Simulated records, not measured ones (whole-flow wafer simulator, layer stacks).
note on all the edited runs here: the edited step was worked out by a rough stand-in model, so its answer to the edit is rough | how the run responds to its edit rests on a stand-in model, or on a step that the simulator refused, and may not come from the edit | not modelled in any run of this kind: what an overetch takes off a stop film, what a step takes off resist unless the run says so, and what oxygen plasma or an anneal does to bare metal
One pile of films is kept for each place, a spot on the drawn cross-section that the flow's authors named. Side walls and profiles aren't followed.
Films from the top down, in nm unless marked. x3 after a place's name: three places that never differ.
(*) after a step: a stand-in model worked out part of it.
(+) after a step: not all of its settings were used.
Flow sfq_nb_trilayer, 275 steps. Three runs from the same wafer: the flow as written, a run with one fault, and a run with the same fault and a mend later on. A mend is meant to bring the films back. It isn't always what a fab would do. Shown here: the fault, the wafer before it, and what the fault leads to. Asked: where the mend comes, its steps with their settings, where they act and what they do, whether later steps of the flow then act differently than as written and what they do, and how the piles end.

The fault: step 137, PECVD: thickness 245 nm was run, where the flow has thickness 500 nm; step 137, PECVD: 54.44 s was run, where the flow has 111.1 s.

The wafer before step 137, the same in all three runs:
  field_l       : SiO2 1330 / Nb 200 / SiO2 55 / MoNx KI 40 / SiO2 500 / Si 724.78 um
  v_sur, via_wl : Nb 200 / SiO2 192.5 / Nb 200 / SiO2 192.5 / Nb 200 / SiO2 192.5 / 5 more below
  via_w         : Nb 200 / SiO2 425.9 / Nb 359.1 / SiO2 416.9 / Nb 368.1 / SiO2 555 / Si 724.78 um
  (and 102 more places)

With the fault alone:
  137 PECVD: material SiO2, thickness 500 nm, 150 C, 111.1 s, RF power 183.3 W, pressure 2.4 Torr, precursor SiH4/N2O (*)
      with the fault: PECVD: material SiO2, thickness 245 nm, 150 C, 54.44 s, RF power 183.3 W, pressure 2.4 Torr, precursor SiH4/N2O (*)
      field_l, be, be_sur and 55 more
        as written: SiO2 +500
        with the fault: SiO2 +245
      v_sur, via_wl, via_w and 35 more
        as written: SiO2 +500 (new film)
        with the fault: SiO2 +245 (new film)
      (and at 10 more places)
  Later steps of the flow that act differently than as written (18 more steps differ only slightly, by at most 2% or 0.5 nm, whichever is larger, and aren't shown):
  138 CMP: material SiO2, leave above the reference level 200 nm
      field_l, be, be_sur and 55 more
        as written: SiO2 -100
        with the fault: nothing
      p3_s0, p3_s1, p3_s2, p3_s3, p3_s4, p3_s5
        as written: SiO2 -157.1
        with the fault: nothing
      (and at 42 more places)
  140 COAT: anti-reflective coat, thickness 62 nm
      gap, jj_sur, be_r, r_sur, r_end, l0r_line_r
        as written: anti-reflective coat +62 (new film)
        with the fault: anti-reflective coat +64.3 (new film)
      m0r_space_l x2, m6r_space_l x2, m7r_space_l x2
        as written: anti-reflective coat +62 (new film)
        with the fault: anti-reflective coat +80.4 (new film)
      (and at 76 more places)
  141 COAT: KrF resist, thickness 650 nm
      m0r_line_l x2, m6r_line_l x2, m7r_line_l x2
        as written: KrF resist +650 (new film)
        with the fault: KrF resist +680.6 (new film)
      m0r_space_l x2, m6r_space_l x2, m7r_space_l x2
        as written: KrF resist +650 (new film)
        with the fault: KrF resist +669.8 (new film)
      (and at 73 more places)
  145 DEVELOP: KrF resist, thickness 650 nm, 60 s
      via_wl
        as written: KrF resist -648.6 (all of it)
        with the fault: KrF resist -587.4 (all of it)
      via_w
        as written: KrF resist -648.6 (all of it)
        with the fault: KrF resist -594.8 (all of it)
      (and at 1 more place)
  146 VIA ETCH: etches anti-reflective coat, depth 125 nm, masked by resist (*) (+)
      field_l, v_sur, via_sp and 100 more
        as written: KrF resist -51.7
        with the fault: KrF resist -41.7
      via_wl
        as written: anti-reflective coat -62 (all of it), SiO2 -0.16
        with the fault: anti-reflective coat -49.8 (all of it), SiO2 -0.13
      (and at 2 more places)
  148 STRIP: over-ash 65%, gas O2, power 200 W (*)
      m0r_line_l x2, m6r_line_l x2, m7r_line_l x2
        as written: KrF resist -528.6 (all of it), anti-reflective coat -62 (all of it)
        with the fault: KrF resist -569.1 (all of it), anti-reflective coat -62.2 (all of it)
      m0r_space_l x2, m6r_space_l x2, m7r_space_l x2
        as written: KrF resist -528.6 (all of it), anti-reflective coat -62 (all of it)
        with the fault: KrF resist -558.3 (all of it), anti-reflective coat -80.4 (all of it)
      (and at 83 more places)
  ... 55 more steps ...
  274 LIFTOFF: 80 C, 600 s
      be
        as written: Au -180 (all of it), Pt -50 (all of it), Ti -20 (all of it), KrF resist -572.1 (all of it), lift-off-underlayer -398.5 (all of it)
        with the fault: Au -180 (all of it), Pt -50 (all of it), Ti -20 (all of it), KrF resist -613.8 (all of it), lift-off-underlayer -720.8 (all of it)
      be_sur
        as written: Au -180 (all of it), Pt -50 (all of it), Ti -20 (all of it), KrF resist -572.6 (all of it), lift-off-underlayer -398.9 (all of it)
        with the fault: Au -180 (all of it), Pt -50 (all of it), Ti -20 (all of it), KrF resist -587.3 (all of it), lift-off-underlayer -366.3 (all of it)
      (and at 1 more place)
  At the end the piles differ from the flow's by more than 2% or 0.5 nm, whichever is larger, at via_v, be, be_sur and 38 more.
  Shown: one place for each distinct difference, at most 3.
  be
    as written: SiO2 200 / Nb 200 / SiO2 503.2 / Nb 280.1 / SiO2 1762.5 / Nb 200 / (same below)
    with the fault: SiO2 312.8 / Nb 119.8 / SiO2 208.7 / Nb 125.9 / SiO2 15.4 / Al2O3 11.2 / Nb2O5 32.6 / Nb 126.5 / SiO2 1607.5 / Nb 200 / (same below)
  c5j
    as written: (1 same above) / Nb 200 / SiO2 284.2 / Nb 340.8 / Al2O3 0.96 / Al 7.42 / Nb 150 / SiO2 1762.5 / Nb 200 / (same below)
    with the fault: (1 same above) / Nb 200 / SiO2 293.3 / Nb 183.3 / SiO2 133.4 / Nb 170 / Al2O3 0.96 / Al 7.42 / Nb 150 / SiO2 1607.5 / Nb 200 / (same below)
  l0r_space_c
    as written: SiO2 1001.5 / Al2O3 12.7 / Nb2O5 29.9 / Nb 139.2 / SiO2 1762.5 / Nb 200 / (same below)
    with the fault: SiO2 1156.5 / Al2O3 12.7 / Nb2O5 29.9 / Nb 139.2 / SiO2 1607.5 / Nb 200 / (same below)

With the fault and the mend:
  The mend comes after step 137.
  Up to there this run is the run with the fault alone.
  137a PECVD: material SiO2, thickness 255 nm, 150 C, 56.67 s, RF power 183.3 W, pressure 2.4 Torr, precursor SiH4/N2O (*) (the flow's step 137 once more, with other settings)
      field_l, v_sur, via_wl and 99 more
        SiO2 +255
      lsp_r, l0_sur, l0v
        SiO2 +251.1
      via_v
        SiO2 +270.6
  Later steps of the flow that act differently than as written:
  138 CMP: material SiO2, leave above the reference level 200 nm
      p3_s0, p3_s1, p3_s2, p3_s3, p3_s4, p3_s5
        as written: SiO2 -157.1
        with the mend: SiO2 -100
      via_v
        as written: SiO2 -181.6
        with the mend: SiO2 -47.9
  At the end the piles are the same as the flow's at every place that both follow.
